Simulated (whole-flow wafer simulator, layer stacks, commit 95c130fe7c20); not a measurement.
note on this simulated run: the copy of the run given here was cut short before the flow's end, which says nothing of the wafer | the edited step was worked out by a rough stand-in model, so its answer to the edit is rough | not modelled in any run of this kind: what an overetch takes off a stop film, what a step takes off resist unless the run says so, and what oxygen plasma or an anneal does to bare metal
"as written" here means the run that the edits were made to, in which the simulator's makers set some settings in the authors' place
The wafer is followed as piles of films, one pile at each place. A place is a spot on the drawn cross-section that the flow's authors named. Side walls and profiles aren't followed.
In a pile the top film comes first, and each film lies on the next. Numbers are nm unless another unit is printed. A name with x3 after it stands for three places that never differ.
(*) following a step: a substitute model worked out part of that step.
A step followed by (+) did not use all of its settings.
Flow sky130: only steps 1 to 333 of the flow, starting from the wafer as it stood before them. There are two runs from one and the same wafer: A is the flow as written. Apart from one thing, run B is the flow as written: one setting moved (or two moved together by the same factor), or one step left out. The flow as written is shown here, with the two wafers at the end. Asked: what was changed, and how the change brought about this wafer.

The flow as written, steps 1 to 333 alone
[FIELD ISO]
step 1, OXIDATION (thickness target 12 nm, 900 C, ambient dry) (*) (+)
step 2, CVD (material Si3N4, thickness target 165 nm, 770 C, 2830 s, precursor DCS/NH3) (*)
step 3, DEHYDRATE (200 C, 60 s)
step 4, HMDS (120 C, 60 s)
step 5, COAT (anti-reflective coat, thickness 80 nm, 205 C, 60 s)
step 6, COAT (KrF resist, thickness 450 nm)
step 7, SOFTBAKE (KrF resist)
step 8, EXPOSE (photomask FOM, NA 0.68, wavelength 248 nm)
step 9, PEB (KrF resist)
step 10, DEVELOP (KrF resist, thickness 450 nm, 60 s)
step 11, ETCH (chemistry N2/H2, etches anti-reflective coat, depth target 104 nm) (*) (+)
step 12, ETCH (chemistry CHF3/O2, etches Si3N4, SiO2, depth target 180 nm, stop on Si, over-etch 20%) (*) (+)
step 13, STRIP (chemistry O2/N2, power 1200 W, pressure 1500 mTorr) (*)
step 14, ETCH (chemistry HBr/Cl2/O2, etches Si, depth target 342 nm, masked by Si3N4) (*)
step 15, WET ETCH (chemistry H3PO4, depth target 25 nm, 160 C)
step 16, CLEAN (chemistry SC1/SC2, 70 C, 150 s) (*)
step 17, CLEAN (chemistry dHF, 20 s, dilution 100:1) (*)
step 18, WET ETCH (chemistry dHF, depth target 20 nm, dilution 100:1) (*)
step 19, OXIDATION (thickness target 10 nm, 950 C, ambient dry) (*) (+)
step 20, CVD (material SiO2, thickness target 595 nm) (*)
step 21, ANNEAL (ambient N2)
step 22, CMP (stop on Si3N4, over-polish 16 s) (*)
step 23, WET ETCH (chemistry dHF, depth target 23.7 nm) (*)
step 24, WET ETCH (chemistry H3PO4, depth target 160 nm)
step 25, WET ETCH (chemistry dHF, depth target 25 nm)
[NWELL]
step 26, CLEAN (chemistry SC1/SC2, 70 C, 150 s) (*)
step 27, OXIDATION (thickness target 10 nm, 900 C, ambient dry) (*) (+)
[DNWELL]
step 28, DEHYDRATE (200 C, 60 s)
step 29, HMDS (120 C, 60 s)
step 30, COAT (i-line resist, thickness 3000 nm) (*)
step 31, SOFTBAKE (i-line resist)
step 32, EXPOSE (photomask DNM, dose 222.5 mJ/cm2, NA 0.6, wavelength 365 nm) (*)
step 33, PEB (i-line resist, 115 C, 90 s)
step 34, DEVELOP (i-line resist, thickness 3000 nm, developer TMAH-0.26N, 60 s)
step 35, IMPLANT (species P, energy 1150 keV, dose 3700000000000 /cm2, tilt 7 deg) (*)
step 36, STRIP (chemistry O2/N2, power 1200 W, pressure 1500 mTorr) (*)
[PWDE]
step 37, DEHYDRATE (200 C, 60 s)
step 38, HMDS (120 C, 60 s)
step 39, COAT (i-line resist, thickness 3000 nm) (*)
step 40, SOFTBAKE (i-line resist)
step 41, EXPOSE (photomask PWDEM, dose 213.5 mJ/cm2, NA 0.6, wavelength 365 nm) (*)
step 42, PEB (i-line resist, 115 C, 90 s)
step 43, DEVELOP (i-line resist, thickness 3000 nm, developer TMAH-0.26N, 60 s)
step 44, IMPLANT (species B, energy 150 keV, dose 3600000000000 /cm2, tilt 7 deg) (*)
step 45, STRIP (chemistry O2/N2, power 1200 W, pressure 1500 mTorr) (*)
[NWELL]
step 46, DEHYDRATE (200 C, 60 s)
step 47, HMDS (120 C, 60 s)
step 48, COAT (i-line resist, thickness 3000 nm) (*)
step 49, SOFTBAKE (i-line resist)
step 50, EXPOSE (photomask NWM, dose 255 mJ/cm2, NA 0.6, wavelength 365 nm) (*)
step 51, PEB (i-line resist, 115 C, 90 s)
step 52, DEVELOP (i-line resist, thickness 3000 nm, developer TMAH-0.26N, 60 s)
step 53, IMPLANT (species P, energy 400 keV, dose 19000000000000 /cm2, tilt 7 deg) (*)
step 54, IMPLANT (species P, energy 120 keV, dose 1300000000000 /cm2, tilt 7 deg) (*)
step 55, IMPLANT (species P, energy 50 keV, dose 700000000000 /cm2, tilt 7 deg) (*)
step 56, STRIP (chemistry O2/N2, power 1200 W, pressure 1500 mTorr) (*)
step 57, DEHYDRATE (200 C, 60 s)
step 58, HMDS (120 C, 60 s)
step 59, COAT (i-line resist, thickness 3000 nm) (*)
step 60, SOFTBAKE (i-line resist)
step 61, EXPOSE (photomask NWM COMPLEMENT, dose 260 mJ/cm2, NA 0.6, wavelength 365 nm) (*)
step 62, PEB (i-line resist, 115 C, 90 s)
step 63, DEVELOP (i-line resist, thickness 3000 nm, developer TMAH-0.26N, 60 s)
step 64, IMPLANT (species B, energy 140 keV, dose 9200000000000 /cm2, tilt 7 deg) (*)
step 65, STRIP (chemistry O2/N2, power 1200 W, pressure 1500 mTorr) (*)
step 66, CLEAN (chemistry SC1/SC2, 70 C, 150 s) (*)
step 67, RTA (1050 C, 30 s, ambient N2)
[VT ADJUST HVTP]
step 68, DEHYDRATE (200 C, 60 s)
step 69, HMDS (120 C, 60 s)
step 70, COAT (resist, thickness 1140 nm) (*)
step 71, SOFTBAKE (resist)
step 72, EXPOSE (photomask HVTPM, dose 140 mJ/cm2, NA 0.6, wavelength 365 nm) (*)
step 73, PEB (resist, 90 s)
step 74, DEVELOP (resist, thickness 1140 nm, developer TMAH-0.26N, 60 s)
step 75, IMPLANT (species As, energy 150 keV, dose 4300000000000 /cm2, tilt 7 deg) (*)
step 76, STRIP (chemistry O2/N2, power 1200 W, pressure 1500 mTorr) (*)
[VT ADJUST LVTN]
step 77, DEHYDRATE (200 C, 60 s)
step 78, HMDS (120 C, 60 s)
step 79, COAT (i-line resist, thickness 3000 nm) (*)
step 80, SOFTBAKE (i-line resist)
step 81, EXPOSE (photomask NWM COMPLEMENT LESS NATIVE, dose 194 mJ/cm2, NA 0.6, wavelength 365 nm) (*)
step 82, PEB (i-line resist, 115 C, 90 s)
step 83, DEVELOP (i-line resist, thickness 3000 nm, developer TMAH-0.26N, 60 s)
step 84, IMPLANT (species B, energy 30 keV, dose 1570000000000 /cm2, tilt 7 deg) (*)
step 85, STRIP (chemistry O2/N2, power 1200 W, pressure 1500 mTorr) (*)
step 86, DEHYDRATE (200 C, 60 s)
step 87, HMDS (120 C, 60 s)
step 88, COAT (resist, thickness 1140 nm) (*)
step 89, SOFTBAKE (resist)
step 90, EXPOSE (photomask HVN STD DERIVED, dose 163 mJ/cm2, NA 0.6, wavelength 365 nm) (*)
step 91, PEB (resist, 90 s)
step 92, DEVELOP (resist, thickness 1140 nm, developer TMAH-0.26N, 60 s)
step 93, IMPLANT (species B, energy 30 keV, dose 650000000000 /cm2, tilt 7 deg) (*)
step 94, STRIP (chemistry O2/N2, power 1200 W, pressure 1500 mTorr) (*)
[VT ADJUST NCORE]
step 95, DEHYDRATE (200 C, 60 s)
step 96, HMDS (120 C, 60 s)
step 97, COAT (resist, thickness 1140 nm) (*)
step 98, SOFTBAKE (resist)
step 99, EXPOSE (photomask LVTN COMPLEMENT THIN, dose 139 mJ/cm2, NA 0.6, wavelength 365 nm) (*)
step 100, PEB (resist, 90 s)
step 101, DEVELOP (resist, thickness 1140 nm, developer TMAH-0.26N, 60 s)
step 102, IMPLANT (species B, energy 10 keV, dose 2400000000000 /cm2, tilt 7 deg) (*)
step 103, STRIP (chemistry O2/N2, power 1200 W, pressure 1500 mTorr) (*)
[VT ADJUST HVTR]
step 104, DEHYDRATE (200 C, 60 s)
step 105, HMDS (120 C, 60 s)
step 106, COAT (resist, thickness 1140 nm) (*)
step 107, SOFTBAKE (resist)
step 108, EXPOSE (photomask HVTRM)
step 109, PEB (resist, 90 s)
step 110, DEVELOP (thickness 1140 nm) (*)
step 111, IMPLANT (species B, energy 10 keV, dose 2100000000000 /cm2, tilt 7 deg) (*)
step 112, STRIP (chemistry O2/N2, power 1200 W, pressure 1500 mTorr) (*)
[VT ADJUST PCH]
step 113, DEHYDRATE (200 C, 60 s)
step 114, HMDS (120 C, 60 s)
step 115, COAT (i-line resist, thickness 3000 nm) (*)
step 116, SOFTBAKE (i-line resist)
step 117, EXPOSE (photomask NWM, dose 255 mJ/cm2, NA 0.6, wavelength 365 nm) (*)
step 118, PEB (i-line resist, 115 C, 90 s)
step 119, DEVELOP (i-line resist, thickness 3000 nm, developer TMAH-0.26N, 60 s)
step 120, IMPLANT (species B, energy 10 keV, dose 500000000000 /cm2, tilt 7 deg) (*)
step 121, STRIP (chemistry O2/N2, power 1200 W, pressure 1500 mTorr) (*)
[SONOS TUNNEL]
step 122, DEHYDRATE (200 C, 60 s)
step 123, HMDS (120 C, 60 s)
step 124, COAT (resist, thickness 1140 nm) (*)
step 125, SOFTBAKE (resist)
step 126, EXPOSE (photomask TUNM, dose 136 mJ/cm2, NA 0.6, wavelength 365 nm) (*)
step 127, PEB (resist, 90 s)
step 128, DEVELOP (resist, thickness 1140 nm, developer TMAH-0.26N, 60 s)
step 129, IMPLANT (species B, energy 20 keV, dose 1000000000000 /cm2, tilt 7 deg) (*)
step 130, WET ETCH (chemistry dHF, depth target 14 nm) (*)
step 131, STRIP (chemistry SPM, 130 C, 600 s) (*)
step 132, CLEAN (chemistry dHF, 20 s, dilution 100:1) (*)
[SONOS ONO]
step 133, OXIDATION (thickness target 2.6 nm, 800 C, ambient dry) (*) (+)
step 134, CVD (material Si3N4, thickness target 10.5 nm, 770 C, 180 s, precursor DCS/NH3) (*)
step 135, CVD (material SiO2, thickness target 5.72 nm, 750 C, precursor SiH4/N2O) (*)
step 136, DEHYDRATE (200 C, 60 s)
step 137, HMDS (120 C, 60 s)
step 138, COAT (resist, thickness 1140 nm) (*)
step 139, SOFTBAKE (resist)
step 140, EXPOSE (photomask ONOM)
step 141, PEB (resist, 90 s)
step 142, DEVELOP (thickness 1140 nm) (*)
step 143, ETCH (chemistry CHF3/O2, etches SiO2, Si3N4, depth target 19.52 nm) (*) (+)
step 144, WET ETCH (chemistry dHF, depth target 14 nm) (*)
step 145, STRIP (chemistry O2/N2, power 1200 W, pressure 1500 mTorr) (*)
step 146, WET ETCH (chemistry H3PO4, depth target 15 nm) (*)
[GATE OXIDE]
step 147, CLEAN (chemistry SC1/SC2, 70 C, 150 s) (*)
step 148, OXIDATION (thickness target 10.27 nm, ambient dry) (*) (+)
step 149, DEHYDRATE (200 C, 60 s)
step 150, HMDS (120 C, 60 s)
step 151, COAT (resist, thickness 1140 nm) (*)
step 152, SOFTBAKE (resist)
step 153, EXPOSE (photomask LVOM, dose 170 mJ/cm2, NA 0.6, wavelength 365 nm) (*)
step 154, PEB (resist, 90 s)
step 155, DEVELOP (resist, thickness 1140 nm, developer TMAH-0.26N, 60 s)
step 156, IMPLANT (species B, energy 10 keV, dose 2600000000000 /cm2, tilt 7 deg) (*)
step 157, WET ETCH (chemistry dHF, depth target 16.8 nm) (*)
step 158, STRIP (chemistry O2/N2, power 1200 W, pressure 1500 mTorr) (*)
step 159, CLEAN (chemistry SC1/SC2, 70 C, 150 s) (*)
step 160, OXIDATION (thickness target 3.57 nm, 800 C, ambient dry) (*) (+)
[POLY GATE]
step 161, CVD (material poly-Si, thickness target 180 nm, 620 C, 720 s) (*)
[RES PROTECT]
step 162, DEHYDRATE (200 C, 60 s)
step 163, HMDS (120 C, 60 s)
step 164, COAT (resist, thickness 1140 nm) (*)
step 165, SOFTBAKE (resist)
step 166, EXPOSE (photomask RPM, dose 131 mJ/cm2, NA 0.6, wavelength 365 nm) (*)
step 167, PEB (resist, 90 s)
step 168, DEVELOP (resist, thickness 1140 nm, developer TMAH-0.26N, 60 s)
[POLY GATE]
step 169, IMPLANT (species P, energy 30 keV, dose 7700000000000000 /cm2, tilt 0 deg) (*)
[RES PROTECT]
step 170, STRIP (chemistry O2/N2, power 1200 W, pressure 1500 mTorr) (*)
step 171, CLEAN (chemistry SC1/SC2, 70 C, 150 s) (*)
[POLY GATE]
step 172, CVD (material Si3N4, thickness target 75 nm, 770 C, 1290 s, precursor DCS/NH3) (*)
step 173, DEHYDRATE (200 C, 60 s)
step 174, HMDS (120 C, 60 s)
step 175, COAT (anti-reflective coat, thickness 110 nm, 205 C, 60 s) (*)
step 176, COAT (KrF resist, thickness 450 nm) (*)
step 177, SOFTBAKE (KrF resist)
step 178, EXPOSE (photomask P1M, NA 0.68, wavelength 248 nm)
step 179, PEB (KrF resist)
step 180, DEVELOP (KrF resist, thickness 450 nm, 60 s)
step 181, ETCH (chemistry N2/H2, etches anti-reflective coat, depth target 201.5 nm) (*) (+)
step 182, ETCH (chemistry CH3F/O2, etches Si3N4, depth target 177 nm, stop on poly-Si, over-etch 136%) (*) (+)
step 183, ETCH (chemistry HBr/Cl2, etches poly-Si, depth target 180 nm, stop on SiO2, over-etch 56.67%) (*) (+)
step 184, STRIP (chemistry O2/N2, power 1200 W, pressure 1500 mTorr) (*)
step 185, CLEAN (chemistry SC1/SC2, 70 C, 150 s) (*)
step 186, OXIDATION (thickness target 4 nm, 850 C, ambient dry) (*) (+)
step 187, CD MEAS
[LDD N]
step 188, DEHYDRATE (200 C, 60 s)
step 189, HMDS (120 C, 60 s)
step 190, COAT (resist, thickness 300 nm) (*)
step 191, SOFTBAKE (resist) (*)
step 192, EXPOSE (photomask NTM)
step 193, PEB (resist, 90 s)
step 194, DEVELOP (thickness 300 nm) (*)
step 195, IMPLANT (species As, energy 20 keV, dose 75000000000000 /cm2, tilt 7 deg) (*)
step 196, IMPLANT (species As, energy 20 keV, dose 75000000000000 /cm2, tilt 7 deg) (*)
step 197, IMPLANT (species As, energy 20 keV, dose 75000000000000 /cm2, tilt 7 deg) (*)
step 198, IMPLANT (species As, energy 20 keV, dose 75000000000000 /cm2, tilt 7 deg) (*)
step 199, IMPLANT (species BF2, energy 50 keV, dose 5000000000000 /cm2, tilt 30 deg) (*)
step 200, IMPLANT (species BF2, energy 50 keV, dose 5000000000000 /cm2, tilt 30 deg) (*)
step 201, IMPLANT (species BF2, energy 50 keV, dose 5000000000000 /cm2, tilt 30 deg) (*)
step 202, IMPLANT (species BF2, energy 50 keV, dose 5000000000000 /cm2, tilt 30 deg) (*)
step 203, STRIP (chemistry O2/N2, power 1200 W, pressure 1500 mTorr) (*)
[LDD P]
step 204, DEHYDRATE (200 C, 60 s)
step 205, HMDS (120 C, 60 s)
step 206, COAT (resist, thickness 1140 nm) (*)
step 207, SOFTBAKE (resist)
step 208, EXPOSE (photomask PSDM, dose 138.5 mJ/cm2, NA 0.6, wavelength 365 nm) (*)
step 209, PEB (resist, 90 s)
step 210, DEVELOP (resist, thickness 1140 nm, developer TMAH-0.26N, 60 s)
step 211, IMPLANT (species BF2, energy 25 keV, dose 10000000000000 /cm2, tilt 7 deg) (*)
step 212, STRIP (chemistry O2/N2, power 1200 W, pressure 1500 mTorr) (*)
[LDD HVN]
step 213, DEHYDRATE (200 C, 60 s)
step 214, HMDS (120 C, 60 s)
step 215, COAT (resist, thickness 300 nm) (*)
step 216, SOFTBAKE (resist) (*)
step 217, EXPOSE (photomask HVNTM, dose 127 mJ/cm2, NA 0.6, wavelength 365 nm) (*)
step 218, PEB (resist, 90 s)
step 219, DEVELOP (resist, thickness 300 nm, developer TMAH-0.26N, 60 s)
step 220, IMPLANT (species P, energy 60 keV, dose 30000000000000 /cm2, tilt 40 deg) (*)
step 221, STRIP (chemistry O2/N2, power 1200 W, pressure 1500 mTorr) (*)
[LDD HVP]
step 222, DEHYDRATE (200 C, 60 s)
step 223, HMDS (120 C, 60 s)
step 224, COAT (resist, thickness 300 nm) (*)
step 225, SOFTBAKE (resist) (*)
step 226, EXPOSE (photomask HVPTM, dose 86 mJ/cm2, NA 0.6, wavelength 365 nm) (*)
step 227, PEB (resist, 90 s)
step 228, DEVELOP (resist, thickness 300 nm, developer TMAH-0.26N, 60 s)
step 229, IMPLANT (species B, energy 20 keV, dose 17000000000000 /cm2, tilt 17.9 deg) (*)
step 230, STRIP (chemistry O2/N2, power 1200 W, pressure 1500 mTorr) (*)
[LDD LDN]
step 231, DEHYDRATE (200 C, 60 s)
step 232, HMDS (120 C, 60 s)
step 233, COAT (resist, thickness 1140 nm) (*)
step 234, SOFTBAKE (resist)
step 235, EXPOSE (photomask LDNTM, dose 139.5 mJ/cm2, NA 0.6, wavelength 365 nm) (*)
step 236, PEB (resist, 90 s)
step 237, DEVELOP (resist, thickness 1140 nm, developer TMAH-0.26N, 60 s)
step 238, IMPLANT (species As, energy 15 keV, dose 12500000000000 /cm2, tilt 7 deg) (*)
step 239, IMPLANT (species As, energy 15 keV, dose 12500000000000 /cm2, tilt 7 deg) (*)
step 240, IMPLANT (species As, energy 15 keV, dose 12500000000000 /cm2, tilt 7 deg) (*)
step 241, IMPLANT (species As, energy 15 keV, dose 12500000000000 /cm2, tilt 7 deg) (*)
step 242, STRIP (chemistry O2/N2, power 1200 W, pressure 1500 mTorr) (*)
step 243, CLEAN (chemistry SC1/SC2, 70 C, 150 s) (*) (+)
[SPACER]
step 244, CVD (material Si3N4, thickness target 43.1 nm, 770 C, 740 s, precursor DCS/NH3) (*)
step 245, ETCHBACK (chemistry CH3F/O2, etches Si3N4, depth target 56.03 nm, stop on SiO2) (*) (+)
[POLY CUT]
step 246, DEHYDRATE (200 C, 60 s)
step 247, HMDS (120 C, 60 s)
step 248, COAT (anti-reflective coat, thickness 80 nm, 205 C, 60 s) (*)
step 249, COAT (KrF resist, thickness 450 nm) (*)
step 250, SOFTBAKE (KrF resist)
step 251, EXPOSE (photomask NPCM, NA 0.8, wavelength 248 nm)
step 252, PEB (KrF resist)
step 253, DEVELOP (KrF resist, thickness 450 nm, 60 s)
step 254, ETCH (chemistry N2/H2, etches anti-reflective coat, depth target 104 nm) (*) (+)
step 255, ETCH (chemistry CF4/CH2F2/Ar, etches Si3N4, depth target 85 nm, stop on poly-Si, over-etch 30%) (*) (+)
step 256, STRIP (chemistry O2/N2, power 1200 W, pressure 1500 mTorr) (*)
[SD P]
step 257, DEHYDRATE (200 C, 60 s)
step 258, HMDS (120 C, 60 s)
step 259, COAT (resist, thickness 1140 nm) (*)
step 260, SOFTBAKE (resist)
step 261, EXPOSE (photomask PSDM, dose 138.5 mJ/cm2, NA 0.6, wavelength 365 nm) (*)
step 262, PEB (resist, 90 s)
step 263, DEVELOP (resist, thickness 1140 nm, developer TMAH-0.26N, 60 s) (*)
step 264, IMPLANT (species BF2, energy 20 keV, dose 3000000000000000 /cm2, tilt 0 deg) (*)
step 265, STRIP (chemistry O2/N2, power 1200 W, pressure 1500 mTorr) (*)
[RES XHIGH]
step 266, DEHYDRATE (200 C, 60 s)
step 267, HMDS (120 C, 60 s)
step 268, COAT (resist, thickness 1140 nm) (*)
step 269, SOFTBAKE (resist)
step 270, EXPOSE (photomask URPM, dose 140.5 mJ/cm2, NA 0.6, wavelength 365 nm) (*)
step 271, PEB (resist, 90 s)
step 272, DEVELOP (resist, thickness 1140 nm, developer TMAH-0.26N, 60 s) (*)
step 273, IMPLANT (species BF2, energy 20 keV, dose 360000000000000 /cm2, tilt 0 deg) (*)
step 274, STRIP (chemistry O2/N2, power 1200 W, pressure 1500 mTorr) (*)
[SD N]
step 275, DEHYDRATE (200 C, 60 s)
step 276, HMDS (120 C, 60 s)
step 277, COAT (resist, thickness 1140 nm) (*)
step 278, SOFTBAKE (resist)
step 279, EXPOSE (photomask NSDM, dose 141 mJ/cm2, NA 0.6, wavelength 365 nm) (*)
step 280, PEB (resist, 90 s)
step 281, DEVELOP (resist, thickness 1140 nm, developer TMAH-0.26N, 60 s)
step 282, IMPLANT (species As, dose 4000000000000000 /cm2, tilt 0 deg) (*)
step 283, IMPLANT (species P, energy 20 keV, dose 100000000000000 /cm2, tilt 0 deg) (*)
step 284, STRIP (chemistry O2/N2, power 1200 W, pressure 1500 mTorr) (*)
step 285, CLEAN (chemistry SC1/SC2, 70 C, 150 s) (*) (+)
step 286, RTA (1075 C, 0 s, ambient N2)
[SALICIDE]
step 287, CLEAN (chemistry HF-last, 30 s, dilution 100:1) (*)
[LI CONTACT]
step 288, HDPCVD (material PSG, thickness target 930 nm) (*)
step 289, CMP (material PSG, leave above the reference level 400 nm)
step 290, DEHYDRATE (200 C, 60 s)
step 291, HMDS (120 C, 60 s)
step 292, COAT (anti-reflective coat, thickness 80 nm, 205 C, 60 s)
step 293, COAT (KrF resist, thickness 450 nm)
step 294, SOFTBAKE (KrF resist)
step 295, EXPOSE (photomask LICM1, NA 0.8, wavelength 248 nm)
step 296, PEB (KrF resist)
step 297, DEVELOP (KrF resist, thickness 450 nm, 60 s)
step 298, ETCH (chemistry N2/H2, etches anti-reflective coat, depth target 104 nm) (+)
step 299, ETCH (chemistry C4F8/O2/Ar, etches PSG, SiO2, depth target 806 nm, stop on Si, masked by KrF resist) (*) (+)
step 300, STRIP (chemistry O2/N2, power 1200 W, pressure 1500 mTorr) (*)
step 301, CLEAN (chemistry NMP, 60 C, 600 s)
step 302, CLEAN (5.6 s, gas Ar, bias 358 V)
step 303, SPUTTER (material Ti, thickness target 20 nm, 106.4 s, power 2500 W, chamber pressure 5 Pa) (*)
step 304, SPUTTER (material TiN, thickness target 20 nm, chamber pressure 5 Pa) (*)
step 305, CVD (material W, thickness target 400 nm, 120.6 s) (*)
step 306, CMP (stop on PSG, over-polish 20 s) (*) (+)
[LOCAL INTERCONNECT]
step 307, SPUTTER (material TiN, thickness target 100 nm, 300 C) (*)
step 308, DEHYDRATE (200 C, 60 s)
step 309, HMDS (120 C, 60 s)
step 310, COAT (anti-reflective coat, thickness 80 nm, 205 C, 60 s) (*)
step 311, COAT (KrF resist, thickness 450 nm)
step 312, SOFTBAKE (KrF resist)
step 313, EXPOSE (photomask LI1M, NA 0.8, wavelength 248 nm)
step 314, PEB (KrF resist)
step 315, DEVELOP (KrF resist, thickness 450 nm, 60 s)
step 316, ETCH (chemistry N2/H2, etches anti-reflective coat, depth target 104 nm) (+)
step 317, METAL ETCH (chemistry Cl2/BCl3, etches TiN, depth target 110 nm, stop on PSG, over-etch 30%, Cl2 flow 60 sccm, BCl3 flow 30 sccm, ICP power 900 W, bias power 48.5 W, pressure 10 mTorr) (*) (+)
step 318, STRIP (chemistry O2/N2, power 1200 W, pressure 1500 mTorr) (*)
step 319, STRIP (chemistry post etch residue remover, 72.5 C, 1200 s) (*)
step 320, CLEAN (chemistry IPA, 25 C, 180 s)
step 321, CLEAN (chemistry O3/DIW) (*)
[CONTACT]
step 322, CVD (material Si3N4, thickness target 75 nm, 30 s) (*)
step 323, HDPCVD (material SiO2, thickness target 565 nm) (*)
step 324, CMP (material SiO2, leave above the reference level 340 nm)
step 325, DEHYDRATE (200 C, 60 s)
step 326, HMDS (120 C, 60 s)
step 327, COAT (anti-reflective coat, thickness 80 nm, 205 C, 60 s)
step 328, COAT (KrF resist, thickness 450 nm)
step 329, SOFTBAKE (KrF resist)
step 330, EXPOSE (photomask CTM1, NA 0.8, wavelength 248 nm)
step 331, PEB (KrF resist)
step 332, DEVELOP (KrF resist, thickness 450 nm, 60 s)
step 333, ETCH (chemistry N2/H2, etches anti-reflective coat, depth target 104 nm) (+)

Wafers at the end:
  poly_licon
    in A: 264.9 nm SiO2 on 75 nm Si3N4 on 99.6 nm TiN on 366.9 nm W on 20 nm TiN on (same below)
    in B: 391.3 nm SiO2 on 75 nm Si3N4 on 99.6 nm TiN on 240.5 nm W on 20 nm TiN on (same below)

Cause: step 305, CVD: 72.34 s was run, though the flow has 120.6 s.

Step by step, how the change led to this:
  step 305, CVD (material W, thickness target 400 nm, 120.6 s) (*)
      field, active, n_well and 185 more: A +400 W (new film) | B +240.5 W (new film)
      ndiff_licon: A +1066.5 W (new film) | B +907 W (new film)
      (and at 2 other places as well)
  step 306, CMP (stop on PSG, over-polish 20 s) (*) (+)
      poly_licon: A -33.1 W | B nothing
      field, active, n_well and 184 more: A -400 W (all of it), -20 TiN (all of it), -20 Ti (all of it), -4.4 PSG | B -240.5 W (all of it), -20 TiN (all of it), -20 Ti (all of it), -4.4 PSG
      (and at 3 other places as well)
  step 310, COAT (anti-reflective coat, thickness 80 nm, 205 C, 60 s) (*)
      poly_licon: A +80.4 anti-reflective coat (new film) | B +206.8 anti-reflective coat (new film)
  step 318, STRIP (chemistry O2/N2, power 1200 W, pressure 1500 mTorr) (*)
      poly_licon: A -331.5 KrF resist (all of it), -80.4 anti-reflective coat (all of it) | B -331.5 KrF resist (all of it), -206.8 anti-reflective coat (all of it)
  step 324, CMP (material SiO2, leave above the reference level 340 nm)
      poly_licon: A -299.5 SiO2 | B -173.1 SiO2
